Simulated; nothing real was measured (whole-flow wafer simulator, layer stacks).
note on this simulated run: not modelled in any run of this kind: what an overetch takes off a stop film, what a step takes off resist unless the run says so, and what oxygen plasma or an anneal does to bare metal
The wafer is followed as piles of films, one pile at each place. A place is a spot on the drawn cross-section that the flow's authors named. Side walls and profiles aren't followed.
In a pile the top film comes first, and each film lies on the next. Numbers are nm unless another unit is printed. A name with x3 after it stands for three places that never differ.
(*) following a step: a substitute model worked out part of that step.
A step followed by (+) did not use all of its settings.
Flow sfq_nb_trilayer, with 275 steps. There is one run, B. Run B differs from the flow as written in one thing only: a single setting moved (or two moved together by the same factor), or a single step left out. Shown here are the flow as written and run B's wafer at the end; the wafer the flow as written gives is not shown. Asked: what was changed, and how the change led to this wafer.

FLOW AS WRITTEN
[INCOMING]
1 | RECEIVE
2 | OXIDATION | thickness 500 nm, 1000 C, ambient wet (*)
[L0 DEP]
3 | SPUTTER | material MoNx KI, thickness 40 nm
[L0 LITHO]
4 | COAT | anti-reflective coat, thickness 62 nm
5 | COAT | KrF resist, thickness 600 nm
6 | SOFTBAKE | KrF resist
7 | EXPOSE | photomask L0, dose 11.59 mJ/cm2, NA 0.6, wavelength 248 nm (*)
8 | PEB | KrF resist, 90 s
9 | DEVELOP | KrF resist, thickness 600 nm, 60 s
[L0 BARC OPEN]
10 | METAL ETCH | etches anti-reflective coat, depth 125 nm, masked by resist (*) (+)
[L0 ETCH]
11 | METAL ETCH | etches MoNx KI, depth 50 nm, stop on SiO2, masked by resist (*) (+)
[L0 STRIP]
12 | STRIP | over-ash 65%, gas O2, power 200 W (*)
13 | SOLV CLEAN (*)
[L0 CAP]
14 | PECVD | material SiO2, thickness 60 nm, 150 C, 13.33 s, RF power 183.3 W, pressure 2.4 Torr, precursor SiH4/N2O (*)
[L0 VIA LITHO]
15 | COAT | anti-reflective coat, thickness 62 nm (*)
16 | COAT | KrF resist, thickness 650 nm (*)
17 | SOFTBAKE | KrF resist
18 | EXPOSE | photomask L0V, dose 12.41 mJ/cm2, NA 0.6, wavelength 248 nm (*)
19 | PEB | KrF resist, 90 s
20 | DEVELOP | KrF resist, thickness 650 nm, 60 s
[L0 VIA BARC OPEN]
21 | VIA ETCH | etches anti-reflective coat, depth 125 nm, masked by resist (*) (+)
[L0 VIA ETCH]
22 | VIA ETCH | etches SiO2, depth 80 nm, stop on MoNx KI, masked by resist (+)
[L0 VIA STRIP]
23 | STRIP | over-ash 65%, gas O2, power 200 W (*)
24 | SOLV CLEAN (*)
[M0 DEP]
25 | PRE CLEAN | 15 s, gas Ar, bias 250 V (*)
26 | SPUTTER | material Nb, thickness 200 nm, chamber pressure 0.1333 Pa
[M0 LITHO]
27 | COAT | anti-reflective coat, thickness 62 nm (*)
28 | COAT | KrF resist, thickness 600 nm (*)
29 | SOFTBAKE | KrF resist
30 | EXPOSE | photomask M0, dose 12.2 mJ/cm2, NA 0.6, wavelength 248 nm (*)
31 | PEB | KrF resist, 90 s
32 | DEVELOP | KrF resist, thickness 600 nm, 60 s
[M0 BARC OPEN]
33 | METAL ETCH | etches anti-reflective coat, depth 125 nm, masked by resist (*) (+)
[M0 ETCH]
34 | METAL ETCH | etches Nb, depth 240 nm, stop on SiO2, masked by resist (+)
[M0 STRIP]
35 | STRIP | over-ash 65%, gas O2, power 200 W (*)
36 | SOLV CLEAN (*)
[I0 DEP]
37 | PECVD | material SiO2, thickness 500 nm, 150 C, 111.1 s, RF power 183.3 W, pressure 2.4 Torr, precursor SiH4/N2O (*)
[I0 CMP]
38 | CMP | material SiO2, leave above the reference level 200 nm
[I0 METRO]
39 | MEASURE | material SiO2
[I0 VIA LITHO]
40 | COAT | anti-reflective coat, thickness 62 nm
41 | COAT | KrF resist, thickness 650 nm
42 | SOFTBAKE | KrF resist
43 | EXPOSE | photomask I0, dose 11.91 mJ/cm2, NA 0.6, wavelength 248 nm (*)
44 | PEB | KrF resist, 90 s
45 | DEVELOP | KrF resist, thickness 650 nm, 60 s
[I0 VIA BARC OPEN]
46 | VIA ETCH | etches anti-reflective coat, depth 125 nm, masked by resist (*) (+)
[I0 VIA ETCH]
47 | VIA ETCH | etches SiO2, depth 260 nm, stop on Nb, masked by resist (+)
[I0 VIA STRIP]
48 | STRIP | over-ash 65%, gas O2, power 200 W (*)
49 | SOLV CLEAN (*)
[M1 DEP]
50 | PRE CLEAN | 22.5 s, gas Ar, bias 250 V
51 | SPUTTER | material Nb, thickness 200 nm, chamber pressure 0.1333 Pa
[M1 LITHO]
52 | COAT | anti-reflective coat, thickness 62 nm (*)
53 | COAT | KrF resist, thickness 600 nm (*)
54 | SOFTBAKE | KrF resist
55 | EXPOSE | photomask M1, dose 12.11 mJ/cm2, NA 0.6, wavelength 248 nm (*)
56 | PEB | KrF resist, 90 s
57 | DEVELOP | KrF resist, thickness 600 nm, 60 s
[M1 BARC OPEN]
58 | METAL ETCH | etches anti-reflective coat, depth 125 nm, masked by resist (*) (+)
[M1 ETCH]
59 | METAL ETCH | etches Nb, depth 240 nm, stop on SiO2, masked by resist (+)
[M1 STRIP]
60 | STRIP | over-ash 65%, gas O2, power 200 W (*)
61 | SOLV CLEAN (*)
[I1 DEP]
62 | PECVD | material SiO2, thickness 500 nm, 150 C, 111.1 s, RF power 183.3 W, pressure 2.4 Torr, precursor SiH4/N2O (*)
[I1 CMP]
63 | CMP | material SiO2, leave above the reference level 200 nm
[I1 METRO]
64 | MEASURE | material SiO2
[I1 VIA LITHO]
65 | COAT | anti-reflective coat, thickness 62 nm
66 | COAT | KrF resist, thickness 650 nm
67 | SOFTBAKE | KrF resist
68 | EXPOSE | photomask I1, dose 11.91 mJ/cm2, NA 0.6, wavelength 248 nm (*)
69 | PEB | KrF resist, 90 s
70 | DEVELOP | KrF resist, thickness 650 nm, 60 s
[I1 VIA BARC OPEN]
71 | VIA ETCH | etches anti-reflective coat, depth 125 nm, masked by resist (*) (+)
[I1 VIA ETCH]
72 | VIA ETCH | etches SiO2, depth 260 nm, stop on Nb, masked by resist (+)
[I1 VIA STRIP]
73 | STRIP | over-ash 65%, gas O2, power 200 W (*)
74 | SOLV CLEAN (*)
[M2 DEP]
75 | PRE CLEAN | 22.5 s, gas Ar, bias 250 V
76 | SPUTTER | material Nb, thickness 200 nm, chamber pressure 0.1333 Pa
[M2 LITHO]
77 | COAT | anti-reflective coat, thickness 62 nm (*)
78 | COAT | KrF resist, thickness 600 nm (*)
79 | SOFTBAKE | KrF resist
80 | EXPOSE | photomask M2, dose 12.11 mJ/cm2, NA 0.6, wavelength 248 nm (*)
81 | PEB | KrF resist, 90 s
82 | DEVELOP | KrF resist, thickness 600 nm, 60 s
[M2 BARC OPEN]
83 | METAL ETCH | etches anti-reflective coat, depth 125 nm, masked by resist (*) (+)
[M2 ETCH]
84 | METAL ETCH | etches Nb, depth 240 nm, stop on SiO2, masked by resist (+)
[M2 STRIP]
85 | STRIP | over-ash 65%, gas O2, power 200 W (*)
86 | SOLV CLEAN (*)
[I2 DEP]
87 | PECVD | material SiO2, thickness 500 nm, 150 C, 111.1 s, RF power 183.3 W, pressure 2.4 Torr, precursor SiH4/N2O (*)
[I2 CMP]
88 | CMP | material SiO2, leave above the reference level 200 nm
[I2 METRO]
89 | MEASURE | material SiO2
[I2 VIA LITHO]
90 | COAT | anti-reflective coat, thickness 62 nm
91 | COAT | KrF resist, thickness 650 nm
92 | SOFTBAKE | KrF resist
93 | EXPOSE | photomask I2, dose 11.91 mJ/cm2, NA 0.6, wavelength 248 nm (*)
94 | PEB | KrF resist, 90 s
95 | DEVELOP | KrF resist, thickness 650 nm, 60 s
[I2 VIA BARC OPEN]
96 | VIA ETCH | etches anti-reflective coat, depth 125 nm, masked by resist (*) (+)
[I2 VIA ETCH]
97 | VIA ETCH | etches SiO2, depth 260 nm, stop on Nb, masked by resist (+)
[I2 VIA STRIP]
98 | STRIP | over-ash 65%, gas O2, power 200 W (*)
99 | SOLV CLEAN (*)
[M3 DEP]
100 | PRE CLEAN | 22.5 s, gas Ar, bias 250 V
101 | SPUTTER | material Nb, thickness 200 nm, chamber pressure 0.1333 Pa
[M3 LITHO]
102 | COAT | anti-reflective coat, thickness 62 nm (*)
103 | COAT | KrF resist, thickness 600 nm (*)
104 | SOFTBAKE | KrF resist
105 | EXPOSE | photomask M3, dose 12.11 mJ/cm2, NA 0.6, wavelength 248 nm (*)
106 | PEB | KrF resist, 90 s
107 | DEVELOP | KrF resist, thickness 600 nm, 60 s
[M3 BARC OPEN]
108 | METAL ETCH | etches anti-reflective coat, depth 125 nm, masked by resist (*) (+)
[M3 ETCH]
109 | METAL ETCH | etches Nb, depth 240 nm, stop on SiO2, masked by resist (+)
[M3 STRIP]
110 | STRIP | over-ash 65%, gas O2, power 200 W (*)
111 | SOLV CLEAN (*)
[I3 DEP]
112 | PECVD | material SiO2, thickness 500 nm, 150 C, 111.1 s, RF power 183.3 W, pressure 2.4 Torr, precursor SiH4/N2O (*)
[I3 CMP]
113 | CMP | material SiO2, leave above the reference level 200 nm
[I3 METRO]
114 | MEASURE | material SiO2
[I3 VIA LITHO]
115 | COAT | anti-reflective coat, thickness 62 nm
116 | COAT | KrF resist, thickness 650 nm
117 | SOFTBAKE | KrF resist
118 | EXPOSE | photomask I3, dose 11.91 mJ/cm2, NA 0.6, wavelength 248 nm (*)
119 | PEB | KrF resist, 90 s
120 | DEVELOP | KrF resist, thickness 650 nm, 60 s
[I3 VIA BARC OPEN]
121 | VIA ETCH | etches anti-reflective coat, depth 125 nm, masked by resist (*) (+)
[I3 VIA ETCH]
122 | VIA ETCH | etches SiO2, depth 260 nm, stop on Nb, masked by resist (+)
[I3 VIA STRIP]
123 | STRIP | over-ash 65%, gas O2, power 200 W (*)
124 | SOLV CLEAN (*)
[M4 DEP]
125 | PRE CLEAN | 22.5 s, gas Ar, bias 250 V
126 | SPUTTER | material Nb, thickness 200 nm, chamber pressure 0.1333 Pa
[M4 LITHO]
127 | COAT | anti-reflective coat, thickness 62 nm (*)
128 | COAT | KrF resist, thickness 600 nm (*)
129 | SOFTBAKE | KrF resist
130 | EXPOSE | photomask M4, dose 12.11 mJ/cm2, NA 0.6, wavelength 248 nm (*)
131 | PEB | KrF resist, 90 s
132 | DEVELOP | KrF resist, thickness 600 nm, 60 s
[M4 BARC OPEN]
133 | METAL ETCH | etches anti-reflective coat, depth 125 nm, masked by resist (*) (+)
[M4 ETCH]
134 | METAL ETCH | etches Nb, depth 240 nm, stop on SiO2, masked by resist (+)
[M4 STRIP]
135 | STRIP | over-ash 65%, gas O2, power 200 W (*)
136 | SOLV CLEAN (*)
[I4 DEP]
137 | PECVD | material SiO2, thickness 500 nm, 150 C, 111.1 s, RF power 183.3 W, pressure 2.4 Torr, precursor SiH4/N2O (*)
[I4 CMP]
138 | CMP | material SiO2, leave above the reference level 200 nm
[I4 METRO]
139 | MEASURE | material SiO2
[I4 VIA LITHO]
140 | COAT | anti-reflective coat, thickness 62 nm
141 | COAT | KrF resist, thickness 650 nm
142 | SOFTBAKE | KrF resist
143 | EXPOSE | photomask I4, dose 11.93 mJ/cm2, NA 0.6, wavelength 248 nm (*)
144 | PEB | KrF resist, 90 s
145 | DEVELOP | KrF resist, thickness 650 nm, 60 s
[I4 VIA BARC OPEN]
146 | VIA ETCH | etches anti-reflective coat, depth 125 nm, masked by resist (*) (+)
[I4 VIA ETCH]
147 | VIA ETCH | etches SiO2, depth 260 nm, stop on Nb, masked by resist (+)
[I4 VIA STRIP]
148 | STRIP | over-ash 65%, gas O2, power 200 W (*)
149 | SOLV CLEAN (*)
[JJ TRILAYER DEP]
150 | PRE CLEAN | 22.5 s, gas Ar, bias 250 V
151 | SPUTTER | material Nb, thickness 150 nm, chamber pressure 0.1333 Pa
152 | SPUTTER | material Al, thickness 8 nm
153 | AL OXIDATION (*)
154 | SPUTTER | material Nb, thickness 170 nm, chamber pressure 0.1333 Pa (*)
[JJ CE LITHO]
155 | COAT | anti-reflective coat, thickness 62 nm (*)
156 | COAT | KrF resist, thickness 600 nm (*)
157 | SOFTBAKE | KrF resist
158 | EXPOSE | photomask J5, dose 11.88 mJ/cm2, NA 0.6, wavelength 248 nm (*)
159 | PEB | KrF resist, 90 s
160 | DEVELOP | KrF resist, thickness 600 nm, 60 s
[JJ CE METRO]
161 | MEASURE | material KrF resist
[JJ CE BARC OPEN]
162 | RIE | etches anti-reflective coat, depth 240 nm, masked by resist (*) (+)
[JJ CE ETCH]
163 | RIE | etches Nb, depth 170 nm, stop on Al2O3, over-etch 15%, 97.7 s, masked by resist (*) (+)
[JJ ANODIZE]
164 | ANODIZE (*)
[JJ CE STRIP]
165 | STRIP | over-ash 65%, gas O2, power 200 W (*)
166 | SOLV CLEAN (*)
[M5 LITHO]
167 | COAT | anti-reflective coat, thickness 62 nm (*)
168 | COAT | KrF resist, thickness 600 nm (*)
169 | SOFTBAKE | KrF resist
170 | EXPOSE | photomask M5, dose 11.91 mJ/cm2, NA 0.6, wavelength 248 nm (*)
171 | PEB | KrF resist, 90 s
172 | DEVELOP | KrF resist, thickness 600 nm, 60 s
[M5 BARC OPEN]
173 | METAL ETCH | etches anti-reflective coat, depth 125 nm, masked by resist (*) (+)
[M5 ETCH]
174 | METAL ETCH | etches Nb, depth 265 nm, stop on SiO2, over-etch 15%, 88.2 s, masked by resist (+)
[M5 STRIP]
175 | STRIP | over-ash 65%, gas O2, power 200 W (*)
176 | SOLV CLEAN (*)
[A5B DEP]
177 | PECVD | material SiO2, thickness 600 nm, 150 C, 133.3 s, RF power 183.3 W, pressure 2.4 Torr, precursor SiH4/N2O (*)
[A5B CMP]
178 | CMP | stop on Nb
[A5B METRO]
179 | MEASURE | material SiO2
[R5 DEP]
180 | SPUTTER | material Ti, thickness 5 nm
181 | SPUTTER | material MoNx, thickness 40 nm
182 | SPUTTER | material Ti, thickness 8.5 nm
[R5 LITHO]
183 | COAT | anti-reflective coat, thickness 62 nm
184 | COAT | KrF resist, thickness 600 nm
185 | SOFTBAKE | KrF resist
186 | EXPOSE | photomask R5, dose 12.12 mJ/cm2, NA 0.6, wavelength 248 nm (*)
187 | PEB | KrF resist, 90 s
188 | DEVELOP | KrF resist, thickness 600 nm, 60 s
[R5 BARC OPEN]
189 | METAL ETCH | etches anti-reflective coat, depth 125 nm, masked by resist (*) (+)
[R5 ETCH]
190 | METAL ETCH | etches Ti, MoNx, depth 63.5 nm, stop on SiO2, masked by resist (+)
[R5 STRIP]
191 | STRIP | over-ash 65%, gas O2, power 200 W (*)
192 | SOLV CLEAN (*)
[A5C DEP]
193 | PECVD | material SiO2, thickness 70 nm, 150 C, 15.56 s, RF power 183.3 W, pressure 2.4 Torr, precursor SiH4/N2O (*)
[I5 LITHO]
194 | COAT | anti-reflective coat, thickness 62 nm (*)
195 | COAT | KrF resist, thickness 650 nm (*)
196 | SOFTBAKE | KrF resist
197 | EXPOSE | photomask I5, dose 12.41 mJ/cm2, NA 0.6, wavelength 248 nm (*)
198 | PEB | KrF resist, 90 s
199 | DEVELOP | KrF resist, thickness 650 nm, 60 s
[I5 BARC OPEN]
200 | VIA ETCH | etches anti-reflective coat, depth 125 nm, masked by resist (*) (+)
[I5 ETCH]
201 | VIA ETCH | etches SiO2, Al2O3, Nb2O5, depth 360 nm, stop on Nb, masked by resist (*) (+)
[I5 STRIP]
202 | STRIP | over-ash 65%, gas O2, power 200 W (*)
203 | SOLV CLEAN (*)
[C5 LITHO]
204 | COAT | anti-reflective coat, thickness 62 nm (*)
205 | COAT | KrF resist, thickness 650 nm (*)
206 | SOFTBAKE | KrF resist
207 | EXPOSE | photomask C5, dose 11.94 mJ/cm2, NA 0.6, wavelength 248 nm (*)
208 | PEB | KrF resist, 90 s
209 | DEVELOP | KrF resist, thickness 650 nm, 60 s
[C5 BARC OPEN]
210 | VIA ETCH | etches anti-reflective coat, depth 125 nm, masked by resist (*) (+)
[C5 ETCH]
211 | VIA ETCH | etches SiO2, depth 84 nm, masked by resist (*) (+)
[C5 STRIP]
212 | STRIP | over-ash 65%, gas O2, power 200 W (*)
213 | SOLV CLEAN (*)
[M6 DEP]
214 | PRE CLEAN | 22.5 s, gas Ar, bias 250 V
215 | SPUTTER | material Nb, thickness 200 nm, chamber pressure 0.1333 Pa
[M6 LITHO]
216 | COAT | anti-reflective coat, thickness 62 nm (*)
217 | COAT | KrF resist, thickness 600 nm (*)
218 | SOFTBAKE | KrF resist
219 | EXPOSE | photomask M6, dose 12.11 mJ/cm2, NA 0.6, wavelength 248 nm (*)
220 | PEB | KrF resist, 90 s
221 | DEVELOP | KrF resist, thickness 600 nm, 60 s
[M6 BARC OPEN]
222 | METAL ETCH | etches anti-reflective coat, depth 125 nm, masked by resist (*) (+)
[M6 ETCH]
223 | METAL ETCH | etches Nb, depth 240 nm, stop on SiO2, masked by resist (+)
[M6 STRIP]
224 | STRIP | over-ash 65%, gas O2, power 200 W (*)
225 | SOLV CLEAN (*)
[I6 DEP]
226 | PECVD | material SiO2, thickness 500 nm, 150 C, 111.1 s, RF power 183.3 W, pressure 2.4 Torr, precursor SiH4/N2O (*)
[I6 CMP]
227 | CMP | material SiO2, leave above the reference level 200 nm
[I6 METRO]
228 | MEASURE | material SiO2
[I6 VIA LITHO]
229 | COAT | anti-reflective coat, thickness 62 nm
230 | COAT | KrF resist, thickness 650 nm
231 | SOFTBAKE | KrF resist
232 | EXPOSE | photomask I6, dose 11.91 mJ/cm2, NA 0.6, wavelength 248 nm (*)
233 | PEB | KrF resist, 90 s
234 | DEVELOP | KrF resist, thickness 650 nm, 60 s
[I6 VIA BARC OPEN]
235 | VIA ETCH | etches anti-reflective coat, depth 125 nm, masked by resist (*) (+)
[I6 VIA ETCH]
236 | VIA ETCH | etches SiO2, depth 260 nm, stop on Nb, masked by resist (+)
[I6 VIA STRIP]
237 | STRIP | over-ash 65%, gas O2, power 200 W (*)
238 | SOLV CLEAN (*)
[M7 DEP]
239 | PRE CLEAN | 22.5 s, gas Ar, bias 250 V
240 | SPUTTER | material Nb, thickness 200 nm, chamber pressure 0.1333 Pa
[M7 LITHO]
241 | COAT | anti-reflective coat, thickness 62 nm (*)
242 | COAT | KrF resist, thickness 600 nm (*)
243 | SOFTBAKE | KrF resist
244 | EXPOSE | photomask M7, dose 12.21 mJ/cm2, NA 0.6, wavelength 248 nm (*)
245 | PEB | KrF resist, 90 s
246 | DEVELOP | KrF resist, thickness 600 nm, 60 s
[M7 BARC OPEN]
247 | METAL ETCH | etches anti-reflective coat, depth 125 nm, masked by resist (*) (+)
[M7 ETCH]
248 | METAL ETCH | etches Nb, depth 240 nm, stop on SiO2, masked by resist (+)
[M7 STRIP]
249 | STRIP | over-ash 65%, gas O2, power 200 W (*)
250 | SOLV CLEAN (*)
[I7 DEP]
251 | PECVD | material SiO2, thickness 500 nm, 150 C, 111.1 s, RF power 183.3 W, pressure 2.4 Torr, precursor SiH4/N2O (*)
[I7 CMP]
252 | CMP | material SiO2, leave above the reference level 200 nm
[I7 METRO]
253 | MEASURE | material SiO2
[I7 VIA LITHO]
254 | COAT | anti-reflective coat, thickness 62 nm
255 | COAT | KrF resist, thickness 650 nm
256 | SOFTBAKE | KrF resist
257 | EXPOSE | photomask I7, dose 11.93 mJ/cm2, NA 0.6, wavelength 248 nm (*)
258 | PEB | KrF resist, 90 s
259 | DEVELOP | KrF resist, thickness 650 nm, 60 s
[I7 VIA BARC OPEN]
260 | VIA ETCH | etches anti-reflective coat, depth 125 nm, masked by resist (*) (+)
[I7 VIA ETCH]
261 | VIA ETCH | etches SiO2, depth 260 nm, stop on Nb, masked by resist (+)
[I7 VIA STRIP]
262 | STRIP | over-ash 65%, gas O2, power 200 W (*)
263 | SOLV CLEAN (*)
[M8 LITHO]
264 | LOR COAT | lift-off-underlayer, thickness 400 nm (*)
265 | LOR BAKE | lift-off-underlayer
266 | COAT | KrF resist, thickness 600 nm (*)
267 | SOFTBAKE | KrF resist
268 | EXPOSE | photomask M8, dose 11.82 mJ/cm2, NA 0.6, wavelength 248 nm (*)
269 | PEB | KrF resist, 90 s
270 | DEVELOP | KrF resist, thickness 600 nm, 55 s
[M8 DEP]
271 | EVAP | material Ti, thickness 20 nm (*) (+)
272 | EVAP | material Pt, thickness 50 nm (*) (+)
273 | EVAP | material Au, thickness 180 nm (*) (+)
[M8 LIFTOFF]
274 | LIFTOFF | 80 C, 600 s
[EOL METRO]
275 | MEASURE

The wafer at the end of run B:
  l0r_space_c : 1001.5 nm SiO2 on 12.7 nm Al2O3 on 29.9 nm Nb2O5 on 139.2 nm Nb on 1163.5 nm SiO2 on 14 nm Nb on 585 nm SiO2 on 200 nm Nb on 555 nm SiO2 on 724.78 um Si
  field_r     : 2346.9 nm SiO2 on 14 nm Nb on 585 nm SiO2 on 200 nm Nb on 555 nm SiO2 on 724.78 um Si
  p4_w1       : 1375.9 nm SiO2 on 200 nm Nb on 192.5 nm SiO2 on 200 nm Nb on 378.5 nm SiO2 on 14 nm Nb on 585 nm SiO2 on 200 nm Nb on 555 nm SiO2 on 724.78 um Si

Cause: step 84, METAL ETCH: depth 186 nm was run, though the flow has depth 240 nm.

Step by step, how the change led to this:
  84 | METAL ETCH | etches Nb, depth 240 nm, stop on SiO2, masked by resist (+)
      field_l, be, be_sur and 81 more: Nb loses 186 (as written it would have been: Nb loses 200 (all of it))
      v_sur, via_wl, via_w and 19 more: KrF resist loses 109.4 (as written it would have been: KrF resist loses 141.2)
  85 | STRIP | over-ash 65%, gas O2, power 200 W (*)
      wl_j_sl, wl_jj, wl_j_sr and 12 more: KrF resist loses 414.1 (all of it), anti-reflective coat loses 62 (all of it) (as written it would have been: KrF resist loses 382.4 (all of it), anti-reflective coat loses 62 (all of it))
      v_sur: KrF resist loses 411.8 (all of it), anti-reflective coat loses 61.4 (all of it) (as written it would have been: KrF resist loses 380 (all of it), anti-reflective coat loses 61.4 (all of it))
      (also at 6 further places)
  87 | PECVD | material SiO2, thickness 500 nm, 150 C, 111.1 s, RF power 183.3 W, pressure 2.4 Torr, precursor SiH4/N2O (*)
      field_l, be, be_sur and 81 more: SiO2 gains 500 (new film) (as written it would have been: SiO2 gains 500)
  88 | CMP | material SiO2, leave above the reference level 200 nm
      field_l, be, be_sur and 81 more: SiO2 loses 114 (as written it would have been: SiO2 loses 100)
Taking metal films that touch as one body, l0r_space_c has 3 bodies (between them, from the top down: SiO2 1163.5; SiO2 585); the flow as written gives 2 bodies (between them, from the top down: SiO2 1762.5).
Taking metal films that touch as one body, field_r has 2 bodies (between them, from the top down: SiO2 585); the flow as written gives 1 body.
Taking metal films that touch as one body, p4_w1 has 4 bodies (between them, from the top down: SiO2 192.5; SiO2 378.5; SiO2 585); the flow as written gives 3 bodies (between them, from the top down: SiO2 192.5; SiO2 977.5).
